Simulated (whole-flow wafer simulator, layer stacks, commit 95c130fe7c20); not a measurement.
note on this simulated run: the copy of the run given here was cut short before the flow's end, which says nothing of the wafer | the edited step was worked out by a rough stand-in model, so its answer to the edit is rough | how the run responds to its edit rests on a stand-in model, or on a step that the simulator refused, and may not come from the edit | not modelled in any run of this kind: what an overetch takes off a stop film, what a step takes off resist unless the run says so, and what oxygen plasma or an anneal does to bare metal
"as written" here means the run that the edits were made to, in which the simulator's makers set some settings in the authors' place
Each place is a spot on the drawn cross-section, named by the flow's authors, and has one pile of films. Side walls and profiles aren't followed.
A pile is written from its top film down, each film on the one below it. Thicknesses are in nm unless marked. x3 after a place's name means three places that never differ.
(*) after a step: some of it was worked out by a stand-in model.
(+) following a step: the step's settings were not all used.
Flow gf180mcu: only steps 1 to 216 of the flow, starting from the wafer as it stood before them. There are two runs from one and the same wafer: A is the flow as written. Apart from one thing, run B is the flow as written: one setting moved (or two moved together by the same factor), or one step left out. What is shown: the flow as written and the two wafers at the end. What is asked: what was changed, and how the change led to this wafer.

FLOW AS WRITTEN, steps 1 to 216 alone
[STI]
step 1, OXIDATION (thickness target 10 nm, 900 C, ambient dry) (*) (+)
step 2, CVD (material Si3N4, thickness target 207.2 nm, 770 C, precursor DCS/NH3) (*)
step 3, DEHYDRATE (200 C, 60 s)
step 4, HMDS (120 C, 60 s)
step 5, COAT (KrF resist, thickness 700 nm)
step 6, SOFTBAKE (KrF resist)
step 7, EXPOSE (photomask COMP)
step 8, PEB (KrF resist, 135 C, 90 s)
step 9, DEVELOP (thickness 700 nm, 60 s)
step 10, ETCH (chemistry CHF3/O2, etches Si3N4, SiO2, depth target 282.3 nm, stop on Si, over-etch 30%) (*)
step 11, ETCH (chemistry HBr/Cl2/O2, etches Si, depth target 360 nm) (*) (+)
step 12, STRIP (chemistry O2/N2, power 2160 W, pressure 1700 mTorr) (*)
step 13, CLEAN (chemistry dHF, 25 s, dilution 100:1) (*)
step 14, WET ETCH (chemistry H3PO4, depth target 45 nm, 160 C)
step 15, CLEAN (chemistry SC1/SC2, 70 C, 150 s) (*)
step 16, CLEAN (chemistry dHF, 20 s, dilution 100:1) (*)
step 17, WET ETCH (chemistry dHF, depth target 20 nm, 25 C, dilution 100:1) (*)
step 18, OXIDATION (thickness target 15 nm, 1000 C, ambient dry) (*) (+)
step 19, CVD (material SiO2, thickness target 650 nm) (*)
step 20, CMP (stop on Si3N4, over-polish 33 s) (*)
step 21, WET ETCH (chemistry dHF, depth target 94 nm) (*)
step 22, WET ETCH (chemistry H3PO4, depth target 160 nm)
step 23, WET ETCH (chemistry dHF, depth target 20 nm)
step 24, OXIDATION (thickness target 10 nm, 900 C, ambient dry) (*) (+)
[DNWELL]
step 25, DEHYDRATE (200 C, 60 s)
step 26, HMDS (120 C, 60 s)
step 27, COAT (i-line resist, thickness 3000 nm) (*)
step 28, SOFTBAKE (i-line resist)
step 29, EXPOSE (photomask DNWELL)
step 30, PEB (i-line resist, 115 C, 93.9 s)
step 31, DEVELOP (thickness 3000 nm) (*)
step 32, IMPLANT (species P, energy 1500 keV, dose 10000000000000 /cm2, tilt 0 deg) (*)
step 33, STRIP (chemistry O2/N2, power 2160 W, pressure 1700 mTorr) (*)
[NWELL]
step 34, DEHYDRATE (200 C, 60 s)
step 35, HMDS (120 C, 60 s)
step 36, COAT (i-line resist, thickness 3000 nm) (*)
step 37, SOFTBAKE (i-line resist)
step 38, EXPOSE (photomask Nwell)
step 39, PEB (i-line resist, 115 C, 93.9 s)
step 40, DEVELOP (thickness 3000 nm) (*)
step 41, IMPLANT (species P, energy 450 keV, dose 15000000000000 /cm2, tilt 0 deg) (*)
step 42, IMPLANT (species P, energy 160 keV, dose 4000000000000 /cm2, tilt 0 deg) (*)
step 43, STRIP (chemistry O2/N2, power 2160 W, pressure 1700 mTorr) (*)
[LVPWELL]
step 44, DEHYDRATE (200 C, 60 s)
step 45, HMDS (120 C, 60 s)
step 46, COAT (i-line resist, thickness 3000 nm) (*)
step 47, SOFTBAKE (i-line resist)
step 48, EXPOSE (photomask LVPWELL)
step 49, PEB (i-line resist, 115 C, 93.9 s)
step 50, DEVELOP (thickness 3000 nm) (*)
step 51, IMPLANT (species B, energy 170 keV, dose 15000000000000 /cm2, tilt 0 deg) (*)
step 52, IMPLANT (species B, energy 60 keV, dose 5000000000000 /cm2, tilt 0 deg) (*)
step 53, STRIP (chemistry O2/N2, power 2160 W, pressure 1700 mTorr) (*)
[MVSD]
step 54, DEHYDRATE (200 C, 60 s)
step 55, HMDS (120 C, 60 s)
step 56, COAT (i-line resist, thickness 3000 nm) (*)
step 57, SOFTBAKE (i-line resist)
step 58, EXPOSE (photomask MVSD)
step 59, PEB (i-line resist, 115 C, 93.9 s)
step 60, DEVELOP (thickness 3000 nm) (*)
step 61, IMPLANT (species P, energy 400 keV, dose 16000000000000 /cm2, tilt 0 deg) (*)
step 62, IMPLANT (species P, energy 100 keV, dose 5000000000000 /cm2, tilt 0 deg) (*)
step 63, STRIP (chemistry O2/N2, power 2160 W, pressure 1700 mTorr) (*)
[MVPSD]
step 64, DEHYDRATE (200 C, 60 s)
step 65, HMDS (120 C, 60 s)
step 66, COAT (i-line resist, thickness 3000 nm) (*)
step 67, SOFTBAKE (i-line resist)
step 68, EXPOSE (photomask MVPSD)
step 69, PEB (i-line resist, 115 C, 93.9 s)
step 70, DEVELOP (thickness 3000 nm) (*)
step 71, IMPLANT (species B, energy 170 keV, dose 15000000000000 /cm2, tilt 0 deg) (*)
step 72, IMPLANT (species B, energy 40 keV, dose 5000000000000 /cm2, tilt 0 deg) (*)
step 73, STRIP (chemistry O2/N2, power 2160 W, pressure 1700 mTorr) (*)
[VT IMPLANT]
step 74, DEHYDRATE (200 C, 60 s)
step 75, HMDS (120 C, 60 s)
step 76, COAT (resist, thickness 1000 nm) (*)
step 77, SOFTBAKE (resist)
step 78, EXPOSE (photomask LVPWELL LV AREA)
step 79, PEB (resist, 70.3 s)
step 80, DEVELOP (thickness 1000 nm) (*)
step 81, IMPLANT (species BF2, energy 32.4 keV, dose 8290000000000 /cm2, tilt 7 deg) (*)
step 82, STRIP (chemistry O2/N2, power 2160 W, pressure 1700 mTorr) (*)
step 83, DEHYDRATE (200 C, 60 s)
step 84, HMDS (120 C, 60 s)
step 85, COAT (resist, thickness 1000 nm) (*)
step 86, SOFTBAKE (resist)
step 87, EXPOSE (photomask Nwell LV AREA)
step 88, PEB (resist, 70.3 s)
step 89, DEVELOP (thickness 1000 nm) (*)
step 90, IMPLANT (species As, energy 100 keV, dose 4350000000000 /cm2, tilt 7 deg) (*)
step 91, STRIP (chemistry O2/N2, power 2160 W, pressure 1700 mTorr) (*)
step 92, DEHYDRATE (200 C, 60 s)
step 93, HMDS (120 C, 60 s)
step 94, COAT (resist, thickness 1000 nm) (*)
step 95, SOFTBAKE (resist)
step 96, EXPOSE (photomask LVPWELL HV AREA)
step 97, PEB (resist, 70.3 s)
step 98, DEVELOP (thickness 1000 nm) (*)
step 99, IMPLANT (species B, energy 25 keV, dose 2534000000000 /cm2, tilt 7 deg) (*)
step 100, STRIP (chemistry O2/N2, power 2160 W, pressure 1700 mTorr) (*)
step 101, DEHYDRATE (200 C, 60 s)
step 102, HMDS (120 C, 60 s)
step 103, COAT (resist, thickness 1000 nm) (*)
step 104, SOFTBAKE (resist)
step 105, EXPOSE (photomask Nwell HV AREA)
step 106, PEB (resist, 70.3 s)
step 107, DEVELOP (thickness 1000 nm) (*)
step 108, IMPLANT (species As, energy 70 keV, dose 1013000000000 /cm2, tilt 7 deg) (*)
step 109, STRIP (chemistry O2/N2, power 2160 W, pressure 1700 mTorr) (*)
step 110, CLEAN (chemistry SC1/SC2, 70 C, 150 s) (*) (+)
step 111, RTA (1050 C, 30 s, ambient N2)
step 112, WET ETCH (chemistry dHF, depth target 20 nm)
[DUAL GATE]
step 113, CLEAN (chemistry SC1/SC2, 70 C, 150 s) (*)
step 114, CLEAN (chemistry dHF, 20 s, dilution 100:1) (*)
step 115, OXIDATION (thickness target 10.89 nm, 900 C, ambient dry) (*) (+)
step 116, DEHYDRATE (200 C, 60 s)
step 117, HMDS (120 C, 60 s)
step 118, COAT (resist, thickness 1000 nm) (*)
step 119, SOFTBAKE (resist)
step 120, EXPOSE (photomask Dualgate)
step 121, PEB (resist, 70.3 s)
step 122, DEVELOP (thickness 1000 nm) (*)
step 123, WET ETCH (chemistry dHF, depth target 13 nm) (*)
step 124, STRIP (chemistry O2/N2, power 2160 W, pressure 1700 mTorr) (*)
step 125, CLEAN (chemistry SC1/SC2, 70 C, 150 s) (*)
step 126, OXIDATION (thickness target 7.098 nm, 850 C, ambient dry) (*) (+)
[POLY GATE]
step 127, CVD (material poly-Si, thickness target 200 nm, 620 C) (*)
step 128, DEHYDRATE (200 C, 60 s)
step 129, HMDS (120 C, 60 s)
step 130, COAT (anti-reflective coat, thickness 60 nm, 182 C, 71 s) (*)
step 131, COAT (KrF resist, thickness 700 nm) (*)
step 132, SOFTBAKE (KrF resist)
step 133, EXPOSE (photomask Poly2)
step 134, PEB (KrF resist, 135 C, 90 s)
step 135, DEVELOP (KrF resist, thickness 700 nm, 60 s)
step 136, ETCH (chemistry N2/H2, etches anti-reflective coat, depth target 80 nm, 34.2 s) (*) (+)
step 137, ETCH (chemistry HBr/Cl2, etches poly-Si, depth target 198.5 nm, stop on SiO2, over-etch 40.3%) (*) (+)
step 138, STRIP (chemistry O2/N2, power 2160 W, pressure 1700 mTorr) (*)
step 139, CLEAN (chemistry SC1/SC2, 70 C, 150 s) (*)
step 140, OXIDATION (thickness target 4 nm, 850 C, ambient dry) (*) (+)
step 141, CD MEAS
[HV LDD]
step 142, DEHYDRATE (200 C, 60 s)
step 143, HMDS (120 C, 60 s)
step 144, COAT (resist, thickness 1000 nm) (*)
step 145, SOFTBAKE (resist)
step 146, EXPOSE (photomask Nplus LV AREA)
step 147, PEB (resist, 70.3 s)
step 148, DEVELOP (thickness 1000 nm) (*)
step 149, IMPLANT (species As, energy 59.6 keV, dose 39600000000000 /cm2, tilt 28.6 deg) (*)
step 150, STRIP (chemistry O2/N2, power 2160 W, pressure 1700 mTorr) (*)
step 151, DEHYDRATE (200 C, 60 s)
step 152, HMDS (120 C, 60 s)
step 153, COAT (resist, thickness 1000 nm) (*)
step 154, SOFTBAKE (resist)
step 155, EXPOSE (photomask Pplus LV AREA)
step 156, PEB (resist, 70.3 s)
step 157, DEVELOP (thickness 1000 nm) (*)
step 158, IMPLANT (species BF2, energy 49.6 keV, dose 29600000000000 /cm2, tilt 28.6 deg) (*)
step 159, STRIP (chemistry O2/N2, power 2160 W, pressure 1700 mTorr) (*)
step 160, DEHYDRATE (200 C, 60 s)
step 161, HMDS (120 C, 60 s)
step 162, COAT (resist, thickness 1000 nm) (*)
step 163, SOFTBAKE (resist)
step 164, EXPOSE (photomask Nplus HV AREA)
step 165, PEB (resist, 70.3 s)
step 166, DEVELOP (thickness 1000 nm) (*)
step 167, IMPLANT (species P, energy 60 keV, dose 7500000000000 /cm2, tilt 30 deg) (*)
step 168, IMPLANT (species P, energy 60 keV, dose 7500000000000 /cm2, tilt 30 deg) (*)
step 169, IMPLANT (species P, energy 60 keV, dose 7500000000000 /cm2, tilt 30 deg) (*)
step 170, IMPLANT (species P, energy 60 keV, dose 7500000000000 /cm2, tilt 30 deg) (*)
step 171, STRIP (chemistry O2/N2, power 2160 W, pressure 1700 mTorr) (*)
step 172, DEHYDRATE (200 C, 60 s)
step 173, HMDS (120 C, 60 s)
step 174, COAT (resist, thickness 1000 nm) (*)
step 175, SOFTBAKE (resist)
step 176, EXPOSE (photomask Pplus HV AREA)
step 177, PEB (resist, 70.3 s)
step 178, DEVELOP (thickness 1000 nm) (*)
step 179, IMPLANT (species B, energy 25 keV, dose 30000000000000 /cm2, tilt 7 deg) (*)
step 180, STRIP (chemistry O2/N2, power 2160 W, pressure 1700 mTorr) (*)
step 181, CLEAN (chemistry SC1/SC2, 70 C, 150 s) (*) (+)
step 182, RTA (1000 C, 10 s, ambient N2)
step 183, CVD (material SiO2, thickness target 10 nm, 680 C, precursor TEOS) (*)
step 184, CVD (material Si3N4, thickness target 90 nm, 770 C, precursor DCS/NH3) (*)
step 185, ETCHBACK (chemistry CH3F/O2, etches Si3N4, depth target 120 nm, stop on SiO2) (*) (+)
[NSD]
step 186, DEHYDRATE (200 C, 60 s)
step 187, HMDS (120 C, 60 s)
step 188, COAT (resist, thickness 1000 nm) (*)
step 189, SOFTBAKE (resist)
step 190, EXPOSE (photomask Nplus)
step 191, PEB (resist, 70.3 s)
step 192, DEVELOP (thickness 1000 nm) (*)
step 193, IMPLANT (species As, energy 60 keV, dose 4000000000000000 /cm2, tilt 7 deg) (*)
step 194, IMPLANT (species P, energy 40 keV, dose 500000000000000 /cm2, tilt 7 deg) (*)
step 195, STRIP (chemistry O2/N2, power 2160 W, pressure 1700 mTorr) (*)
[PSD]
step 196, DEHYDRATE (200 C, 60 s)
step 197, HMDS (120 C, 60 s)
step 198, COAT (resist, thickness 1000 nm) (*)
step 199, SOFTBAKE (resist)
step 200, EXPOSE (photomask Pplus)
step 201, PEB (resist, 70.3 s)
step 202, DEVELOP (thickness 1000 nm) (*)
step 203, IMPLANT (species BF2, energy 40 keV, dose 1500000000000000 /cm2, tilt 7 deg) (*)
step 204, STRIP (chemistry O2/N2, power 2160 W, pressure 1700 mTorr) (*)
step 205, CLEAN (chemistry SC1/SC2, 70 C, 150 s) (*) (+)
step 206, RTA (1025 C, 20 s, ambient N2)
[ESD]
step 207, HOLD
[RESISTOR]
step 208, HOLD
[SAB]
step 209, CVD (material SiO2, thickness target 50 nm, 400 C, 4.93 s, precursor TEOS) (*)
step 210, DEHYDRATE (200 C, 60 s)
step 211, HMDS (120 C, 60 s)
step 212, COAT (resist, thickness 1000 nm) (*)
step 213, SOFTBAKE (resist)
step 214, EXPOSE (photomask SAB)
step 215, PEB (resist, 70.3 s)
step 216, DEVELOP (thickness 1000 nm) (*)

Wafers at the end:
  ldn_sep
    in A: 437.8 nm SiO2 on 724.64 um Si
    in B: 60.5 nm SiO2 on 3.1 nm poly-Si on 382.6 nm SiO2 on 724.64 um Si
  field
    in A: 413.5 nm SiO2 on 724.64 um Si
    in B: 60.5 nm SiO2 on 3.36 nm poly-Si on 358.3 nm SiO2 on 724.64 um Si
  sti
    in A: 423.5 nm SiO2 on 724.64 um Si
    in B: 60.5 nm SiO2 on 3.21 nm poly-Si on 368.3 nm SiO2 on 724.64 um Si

What caused this: step 127, CVD: thickness target 285 nm was run, while the flow as written has thickness target 200 nm.

The path from the change to this, step by step:
  step 127, CVD (material poly-Si, thickness target 200 nm, 620 C) (*)
      field, field__w1, field__w2 and 89 more: A +200 poly-Si (new film) | B +285 poly-Si (new film)
  step 137, ETCH (chemistry HBr/Cl2, etches poly-Si, depth target 198.5 nm, stop on SiO2, over-etch 40.3%) (*) (+)
      field__w3, field__w12, field_sub and 14 more: A -199 poly-Si (all of it), -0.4 SiO2 | B -278.5 poly-Si
      field__w6, sti, m1 and 11 more: A -198.8 poly-Si (all of it), -0.4 SiO2 | B -278.5 poly-Si
      (as well as at 33 more places)
  step 138, STRIP (chemistry O2/N2, power 2160 W, pressure 1700 mTorr) (*)
      field, field__w1, field__w2 and 61 more: A nothing | B +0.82 chemical SiO2 (new film), -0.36 poly-Si
  step 139, CLEAN (chemistry SC1/SC2, 70 C, 150 s) (*)
      field, field__w1, field__w2 and 34 more: A -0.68 SiO2 | B -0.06 chemical SiO2, -0.27 poly-Si
  step 140, OXIDATION (thickness target 4 nm, 850 C, ambient dry) (*) (+)
      field, field__w1, field__w2 and 21 more: A +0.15 SiO2, -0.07 Si | B +4 SiO2 (new film), -0.76 chemical SiO2 (all of it), -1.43 poly-Si
      active_hv, active_nat, ld_sd_n and 11 more: A +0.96 SiO2, -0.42 Si | B +4 SiO2 (new film), -0.76 chemical SiO2 (all of it), -1.43 poly-Si
      (as well as at 26 more places)
  step 144, COAT (resist, thickness 1000 nm) (*)
      field_sub__w4: A +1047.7 resist (new film) | B +1070.5 resist (new film)
      gate: A +837.3 resist (new film) | B +773.2 resist (new film)
      (as well as at 31 more places)
  step 145, SOFTBAKE (resist)
      nw_enc_fld_lv__w3: A +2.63 resist | B -1.65 resist
      field__w1: A +4.19 resist | B +6.34 resist
      (as well as at 73 more places)
  step 147, PEB (resist, 70.3 s)
      polyc_n, polyc_n_rim, polyc_p, polyc_p_rim: A -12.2 resist | B -11 resist
      ldn_ch, ldn_acc, ldp_ch, ldp_acc: A -13 resist | B -11.9 resist
      (as well as at 26 more places)
  step 148, DEVELOP (thickness 1000 nm) (*)
      gate: A -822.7 resist (all of it) | B -758.4 resist (all of it)
      npoly_u: A -821.5 resist (all of it) | B -759.1 resist (all of it)
      (as well as at 3 more places)
  step 150, STRIP (chemistry O2/N2, power 2160 W, pressure 1700 mTorr) (*)
      field_sub__w4: A -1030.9 resist (all of it) | B -1053.3 resist (all of it)
      gate_hv: A -824.2 resist (all of it) | B -763.5 resist (all of it)
      (as well as at 25 more places)
  step 153, COAT (resist, thickness 1000 nm) (*)
      field_sub__w4: A +1047.7 resist (new film) | B +1070.5 resist (new film)
      gate: A +837.3 resist (new film) | B +773.2 resist (new film)
      (as well as at 31 more places)
  step 154, SOFTBAKE (resist)
      nw_enc_fld_lv__w3: A +2.63 resist | B -1.65 resist
      field__w1: A +4.19 resist | B +6.34 resist
      (as well as at 73 more places)
  step 156, PEB (resist, 70.3 s)
      polyc_n, polyc_n_rim, polyc_p, polyc_p_rim: A -12.2 resist | B -11 resist
      ldn_ch, ldn_acc, ldp_ch, ldp_acc: A -13 resist | B -11.9 resist
      (as well as at 26 more places)
  step 157, DEVELOP (thickness 1000 nm) (*)
      gate_p: A -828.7 resist (all of it) | B -765.8 resist (all of it)
      ppoly_u: A -827 resist (all of it) | B -766.9 resist (all of it)
      (as well as at 3 more places)
  step 159, STRIP (chemistry O2/N2, power 2160 W, pressure 1700 mTorr) (*)
      field_sub__w4: A -1030.9 resist (all of it) | B -1053.3 resist (all of it)
      gate: A -822.7 resist (all of it) | B -758.4 resist (all of it)
      (as well as at 25 more places)
  step 162, COAT (resist, thickness 1000 nm) (*)
      field_sub__w4: A +1047.7 resist (new film) | B +1070.5 resist (new film)
      gate: A +837.3 resist (new film) | B +773.2 resist (new film)
      (as well as at 31 more places)
  ... 23 other steps ...
  step 216, DEVELOP (thickness 1000 nm) (*)
      field__w2: A -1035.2 resist (all of it) | B -1059 resist (all of it)
      field__w3: A -1049.4 resist (all of it) | B -1072.8 resist (all of it)
      (as well as at 44 more places)
